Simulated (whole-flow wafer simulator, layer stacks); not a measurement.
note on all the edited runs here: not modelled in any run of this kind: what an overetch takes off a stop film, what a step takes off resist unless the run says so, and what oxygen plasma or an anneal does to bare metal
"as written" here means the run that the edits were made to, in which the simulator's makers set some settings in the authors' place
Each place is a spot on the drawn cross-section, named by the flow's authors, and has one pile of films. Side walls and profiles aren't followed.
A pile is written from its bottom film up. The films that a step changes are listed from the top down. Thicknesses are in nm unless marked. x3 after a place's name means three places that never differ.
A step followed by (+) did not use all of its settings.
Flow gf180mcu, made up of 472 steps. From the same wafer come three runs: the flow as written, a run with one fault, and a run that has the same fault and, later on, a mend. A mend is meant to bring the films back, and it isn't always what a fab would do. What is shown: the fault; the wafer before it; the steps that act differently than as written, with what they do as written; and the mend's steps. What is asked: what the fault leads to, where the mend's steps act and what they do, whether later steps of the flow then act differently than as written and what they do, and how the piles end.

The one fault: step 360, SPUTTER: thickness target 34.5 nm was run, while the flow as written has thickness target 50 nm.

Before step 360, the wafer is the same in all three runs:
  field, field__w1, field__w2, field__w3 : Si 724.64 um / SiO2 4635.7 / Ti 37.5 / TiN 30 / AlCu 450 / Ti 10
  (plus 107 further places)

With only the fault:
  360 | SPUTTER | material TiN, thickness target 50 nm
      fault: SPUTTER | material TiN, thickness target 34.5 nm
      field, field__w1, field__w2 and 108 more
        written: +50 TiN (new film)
        fault: +34.5 TiN (new film)
  Steps later in the flow that act otherwise than as written (4 more steps, not shown, differ only slightly: by at most 2% or 0.5 nm, whichever is larger):
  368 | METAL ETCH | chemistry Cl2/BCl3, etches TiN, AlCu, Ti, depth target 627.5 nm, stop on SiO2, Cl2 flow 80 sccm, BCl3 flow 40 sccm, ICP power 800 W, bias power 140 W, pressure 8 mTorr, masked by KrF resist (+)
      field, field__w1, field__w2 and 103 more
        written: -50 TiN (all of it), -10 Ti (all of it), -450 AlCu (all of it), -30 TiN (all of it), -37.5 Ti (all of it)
        fault: -34.5 TiN (all of it), -10 Ti (all of it), -450 AlCu (all of it), -30 TiN (all of it), -37.5 Ti (all of it)
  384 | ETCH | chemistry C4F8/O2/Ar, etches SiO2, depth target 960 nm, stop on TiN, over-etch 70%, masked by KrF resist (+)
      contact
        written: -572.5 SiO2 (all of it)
        fault: -588 SiO2 (all of it)
  By the end, the piles at field__w8, contact, m1, m1__w1, m1_nw depart from the flow's by more than 2% or 0.5 nm, whichever is larger.
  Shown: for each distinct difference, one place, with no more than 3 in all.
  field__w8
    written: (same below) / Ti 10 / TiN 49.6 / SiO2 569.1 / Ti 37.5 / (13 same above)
    fault: (same below) / Ti 10 / TiN 34.1 / SiO2 584.6 / Ti 37.5 / (13 same above)
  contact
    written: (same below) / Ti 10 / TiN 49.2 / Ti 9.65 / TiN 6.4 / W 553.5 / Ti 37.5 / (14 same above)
    fault: (same below) / Ti 10 / TiN 33.7 / Ti 9.57 / TiN 6.35 / W 569.1 / Ti 37.5 / (14 same above)

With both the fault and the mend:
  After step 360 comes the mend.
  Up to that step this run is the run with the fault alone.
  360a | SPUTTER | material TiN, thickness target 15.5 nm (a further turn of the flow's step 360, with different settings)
      field, field__w1, field__w2 and 108 more
        +15.5 TiN
  None of the later steps of the flow acts differently than as written at any place that is followed.
  By the end, the piles equal the flow's at every place that both follow.
